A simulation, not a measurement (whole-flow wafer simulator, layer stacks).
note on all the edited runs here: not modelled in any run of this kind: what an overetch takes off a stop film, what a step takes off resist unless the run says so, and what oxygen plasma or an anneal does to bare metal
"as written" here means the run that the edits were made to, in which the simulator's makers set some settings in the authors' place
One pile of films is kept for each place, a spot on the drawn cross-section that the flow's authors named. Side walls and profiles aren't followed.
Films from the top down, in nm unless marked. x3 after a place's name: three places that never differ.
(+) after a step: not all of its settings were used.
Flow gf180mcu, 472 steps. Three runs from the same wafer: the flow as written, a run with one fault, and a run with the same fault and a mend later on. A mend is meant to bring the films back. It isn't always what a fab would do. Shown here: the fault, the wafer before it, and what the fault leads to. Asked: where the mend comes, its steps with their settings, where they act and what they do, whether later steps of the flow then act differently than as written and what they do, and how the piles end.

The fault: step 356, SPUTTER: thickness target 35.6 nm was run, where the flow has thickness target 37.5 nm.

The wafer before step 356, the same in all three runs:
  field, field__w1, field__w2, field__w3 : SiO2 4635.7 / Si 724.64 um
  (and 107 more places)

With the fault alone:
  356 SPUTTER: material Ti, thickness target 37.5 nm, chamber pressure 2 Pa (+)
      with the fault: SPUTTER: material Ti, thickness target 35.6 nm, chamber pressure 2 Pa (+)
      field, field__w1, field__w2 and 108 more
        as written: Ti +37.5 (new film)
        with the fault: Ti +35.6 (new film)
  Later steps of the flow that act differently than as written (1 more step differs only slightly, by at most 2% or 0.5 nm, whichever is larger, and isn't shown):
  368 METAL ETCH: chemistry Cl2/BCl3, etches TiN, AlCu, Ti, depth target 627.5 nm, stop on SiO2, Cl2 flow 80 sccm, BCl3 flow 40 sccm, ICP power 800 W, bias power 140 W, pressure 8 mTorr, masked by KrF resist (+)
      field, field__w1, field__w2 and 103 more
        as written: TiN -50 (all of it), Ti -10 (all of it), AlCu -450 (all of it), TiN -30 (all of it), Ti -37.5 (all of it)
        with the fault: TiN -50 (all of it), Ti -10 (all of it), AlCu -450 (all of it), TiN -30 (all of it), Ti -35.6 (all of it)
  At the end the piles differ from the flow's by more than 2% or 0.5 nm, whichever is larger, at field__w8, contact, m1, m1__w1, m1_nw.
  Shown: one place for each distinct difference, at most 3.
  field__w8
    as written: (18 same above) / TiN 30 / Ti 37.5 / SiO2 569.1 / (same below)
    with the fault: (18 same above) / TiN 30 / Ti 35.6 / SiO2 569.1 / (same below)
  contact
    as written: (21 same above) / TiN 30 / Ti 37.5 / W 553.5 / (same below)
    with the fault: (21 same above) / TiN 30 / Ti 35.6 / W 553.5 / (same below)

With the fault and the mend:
  The mend comes after step 356.
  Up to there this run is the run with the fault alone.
  356a SPUTTER: material Ti, thickness target 1.9 nm, chamber pressure 2 Pa (+) (the flow's step 356 once more, with other settings)
      field, field__w1, field__w2 and 108 more
        Ti +1.9
  No later step of the flow acts differently than as written at any place that is followed.
  At the end the piles are the same as the flow's at every place that both follow.
